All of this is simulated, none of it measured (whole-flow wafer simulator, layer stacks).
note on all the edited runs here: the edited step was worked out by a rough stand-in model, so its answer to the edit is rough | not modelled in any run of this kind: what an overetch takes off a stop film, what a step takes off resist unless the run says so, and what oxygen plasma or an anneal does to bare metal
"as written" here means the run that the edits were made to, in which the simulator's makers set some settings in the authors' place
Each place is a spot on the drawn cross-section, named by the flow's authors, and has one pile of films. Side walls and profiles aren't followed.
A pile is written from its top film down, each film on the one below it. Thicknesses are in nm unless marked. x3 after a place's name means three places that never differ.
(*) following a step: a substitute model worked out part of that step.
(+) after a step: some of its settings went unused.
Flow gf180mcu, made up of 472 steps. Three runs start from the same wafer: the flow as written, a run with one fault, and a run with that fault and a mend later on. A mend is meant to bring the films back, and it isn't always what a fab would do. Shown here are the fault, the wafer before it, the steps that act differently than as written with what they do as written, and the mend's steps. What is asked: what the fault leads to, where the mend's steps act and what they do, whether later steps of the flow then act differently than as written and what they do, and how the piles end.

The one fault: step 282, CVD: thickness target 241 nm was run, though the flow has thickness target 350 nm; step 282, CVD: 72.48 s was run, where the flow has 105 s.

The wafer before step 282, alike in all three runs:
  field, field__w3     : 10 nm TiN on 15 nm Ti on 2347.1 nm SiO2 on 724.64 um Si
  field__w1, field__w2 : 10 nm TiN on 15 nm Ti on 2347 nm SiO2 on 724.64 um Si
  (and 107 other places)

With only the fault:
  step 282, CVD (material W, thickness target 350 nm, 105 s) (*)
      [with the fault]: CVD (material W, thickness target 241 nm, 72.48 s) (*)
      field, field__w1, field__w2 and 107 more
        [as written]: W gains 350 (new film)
        [with the fault]: W gains 242.3 (new film)
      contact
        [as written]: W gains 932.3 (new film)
        [with the fault]: W gains 824.6 (new film)
  Steps further on in the flow that do not act as written:
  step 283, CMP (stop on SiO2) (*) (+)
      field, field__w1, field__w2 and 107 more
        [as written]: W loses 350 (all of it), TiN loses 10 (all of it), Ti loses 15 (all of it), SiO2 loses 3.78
        [with the fault]: W loses 242.3 (all of it), TiN loses 10 (all of it), Ti loses 15 (all of it), SiO2 loses 2.7
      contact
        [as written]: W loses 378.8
        [with the fault]: W loses 270
  When the end is reached, the piles differ only a little from the flow's at the places that both follow, at most by 2% or 0.5 nm, whichever is larger.

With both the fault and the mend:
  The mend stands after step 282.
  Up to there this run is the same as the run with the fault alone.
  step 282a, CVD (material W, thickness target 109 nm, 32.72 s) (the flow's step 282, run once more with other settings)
      field, field__w1, field__w2 and 108 more
        W gains 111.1
  None of the later steps of the flow differs from how it acts as written, at any place that is followed, by more than 2% or 0.5 nm, whichever is larger.
  When the end is reached, the piles differ only a little from the flow's at the places that both follow, at most by 2% or 0.5 nm, whichever is larger.
